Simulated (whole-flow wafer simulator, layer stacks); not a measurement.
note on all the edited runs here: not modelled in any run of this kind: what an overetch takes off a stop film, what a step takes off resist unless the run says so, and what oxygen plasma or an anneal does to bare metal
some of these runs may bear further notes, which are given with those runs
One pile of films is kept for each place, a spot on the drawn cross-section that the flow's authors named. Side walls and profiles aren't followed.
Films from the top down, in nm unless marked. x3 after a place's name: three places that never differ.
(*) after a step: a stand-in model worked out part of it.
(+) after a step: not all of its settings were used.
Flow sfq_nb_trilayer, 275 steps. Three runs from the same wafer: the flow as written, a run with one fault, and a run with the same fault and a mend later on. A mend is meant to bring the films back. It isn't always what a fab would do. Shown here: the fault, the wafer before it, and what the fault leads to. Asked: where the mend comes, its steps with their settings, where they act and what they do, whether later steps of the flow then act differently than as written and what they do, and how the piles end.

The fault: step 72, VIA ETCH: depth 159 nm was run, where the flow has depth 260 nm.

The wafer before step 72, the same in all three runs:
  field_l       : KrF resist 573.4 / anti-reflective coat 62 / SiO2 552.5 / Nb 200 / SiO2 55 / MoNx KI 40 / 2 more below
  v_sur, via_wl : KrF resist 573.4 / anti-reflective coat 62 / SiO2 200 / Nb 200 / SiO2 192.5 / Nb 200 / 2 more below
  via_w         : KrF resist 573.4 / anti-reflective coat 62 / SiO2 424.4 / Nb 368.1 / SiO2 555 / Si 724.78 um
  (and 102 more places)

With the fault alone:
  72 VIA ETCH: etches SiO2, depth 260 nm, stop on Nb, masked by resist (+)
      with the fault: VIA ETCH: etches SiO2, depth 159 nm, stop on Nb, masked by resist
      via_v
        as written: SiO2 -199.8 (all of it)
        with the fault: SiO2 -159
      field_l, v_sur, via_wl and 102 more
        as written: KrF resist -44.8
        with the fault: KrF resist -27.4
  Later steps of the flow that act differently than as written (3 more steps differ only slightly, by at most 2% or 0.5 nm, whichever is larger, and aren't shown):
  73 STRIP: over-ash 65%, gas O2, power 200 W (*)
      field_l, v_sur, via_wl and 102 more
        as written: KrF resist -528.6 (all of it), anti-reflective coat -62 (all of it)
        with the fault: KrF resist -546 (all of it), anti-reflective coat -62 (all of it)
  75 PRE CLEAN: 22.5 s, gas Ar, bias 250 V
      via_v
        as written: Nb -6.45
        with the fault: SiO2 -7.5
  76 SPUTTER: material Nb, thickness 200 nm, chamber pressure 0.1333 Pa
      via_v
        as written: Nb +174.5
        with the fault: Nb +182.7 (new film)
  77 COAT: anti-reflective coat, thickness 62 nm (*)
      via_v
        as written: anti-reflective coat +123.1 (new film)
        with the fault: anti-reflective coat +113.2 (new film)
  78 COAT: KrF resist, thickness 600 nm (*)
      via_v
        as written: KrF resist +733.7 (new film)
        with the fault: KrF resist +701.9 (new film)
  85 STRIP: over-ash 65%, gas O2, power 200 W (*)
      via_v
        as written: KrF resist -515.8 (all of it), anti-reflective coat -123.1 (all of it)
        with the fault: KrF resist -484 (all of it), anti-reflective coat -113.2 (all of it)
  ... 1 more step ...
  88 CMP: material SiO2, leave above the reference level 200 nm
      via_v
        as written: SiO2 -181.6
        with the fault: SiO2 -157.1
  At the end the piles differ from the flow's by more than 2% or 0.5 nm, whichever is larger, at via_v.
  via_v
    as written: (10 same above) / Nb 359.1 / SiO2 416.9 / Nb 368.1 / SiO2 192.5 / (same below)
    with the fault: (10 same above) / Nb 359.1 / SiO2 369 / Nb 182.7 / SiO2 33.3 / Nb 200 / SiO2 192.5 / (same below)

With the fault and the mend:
  The mend comes after step 73.
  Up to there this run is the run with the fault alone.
  73a COAT: anti-reflective coat, thickness 62 nm (*) (the flow's step 65 once more)
      p4_fl x3, p4_w1 x9, p4_g1 x2 and 63 more
        anti-reflective coat +62 (new film)
      r_sur, res, r_end and 9 more
        anti-reflective coat +61.8 (new film)
      c5j, ce_r, sp_r, be_r
        anti-reflective coat +61.7 (new film)
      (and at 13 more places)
  73b COAT: KrF resist, thickness 650 nm (*) (the flow's step 66 once more)
      p4_fl x3, p4_w1 x9, p4_g1 x2 and 63 more
        KrF resist +650 (new film)
      r_end, moat, field_r, lsp_l, ln_m5
        KrF resist +649.6 (new film)
      lsp_m, ln_m6, lsp_r, l0_sur, l0v
        KrF resist +649.7 (new film)
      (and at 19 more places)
  73c SOFTBAKE: KrF resist (the flow's step 67 once more)
      changes no film at any place that is followed
  73d EXPOSE: photomask I1, dose 11.91 mJ/cm2, NA 0.6, wavelength 248 nm (*) (the flow's step 68 once more)
      changes no film at any place that is followed
  73e PEB: KrF resist, 90 s (the flow's step 69 once more)
      c5j, ce_r, sp_r and 90 more
        KrF resist -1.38
      field_l, v_sur, via_wl and 8 more
        KrF resist -1.37
      via_wr
        KrF resist -1.36
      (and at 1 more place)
  73f DEVELOP: KrF resist, thickness 650 nm, 60 s (the flow's step 70 once more)
      field_l, v_sur, via_wl and 102 more
        KrF resist -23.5
      via_v
        KrF resist -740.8 (all of it)
  73g VIA ETCH: etches anti-reflective coat, depth 125 nm, masked by resist (+) (the flow's step 71 once more)
      field_l, v_sur, via_wl and 102 more
        KrF resist -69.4
      via_v
        anti-reflective coat -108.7 (all of it)
  73h VIA ETCH: etches SiO2, depth 101 nm, stop on Nb, masked by resist (+) (the flow's step 72 once more, with other settings)
      field_l, v_sur, via_wl and 102 more
        KrF resist -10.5
      via_v
        SiO2 -40.8 (all of it)
  73i STRIP: over-ash 65%, gas O2, power 200 W (*) (the flow's step 73 once more)
      p4_fl x3, p4_w1 x9, p4_g1 x2 and 63 more
        KrF resist -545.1 (all of it), anti-reflective coat -62 (all of it)
      ln_m5, lsp_m, ln_m6, lsp_r, l0_sur, l0v
        KrF resist -544.8 (all of it), anti-reflective coat -61.8 (all of it)
      r_end, moat, field_r, lsp_l
        KrF resist -544.7 (all of it), anti-reflective coat -61.8 (all of it)
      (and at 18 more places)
  No later step of the flow acts differently than as written, at any place that is followed, by more than 2% or 0.5 nm, whichever is larger.
  At the end the piles differ from the flow's only slightly at the places that both follow, by at most 2% or 0.5 nm, whichever is larger.
